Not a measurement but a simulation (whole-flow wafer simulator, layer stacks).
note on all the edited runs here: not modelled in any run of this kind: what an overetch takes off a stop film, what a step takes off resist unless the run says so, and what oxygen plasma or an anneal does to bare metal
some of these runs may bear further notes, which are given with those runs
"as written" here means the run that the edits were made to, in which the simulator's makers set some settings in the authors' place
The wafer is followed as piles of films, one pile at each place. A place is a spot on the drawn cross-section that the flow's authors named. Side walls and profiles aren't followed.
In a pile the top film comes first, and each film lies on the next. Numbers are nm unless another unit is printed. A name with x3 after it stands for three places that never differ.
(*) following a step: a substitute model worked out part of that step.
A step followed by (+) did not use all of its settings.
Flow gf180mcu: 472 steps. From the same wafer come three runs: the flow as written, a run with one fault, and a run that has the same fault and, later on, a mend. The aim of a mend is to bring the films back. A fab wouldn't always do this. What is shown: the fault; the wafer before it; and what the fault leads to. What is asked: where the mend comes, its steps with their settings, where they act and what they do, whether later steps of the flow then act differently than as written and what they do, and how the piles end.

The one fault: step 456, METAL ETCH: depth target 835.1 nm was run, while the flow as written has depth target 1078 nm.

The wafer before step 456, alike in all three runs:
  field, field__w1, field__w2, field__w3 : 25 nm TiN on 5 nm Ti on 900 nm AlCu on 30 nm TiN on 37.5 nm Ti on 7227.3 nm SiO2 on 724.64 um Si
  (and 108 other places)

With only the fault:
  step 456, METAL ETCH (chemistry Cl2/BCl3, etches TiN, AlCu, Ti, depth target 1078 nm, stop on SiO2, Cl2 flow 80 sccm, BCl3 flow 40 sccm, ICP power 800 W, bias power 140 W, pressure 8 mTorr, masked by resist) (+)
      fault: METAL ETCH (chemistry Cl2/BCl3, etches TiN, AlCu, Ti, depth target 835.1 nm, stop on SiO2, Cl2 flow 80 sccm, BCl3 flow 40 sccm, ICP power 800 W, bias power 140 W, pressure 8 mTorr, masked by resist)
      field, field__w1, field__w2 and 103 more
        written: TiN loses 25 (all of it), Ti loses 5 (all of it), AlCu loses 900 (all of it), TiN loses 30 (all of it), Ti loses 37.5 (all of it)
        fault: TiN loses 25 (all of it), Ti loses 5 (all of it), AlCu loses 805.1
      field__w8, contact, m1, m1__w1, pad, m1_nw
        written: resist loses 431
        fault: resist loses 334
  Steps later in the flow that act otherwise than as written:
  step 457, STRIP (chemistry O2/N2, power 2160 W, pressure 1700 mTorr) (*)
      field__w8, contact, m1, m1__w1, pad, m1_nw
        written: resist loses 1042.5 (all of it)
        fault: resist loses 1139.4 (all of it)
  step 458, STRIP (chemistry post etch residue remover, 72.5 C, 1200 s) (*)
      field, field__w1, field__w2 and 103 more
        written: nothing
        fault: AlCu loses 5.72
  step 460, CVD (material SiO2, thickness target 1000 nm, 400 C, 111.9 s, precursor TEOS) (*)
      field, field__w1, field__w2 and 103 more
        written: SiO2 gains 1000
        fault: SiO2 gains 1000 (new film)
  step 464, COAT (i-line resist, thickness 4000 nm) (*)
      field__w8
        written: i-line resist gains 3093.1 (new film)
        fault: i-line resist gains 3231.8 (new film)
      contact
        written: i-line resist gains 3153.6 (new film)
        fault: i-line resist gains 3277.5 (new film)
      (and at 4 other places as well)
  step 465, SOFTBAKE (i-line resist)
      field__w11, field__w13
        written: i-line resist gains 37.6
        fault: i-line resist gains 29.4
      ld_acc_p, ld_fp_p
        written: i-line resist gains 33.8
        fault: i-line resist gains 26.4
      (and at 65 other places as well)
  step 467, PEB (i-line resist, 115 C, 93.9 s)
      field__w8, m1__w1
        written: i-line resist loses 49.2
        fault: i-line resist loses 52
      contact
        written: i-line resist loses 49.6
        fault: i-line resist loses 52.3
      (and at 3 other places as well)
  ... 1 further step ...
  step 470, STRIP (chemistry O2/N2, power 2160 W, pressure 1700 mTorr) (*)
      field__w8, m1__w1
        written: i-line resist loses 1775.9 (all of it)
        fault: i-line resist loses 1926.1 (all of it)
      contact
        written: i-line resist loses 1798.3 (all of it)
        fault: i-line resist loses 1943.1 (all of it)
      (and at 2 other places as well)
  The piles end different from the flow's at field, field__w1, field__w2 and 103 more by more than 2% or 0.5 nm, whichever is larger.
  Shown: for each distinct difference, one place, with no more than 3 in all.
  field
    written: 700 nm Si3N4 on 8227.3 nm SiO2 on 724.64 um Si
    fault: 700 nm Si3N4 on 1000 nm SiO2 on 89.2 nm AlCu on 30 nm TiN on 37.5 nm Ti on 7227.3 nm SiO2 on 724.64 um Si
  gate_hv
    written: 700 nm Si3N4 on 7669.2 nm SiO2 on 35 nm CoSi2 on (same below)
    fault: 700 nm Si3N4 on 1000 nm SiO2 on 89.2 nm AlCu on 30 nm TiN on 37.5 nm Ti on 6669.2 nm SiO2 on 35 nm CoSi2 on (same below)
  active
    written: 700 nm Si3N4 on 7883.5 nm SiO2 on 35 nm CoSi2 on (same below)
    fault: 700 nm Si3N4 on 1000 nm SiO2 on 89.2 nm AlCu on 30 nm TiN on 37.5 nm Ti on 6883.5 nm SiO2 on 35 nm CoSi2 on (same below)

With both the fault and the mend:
  The mend stands after step 458.
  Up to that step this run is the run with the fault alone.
  step 458a, DEHYDRATE (200 C, 60 s) (the flow's step 449, run once more)
      leaves every film unchanged at each place that is followed
  step 458b, HMDS (120 C, 60 s) (the flow's step 450, run once more)
      leaves every film unchanged at each place that is followed
  step 458c, COAT (resist, thickness 1500 nm) (*) (the flow's step 451, run once more)
      iso_ptap_pw, iso_ntap_nw, iso_nw_fld and 33 more
        resist gains 1500 (new film)
      p_well, sti, spacer, sd_n, mim_1p0, dice_street
        resist gains 1504 (new film)
      field_sub, field_sub__w1, field_sub__w2, field_sub__w5
        resist gains 1510.3 (new film)
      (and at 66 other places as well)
  step 458d, SOFTBAKE (resist) (the flow's step 452, run once more)
      gate_p_hv, nw_enc_fld
        resist loses 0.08
      field
        resist loses 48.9
      field__w1
        resist gains 17
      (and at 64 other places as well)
  step 458e, EXPOSE (photomask MetalTop) (the flow's step 453, run once more)
      leaves every film unchanged at each place that is followed
  step 458f, PEB (resist, 70.3 s) (the flow's step 454, run once more)
      field__w2, field__w3, field__w5 and 41 more
        resist loses 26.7
      iso_ptap_pw, iso_ntap_nw, iso_nw_fld and 33 more
        resist loses 26.5
      p_well, sti, spacer, sd_n, mim_1p0, dice_street
        resist loses 26.6
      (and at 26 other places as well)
  step 458g, DEVELOP (thickness 1500 nm, 60 s) (the flow's step 455, run once more)
      iso_ptap_pw, iso_ntap_nw, iso_nw_fld and 33 more
        resist loses 1473.5 (all of it)
      field__w5, field__w9, nplus_u, npoly_u, nw_enc_fld_lv__w1, nw_enc_fld_lv__w4
        resist loses 1484.3 (all of it)
      p_well, sti, spacer, sd_n, mim_1p0, dice_street
        resist loses 1477.4 (all of it)
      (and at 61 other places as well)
  step 458h, METAL ETCH (chemistry Cl2/BCl3, etches TiN, AlCu, Ti, depth target 242.4 nm, stop on SiO2, Cl2 flow 80 sccm, BCl3 flow 40 sccm, ICP power 800 W, bias power 140 W, pressure 8 mTorr, masked by resist) (+) (the flow's step 456, run once more with other settings)
      field, field__w1, field__w2 and 103 more
        AlCu loses 89.2 (all of it), TiN loses 30 (all of it), Ti loses 37.5 (all of it)
      field__w8, contact, m1, m1__w1, pad, m1_nw
        resist loses 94
  step 458i, STRIP (chemistry O2/N2, power 2160 W, pressure 1700 mTorr) (*) (the flow's step 457, run once more)
      field__w8
        resist loses 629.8 (all of it)
      contact
        resist loses 627.3 (all of it)
      m1
        resist loses 627.6 (all of it)
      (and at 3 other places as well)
  step 458j, STRIP (chemistry post etch residue remover, 72.5 C, 1200 s) (*) (the flow's step 458, run once more)
      field__w8, contact, m1, m1__w1, pad, m1_nw
        TiN loses 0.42
  Later steps of the flow that are run all act as written at every place that is followed, up to a difference of at most 2% or 0.5 nm, whichever is larger.
  At the end the piles are close to the flow's at the places that both follow, differing by at most 2% or 0.5 nm, whichever is larger.
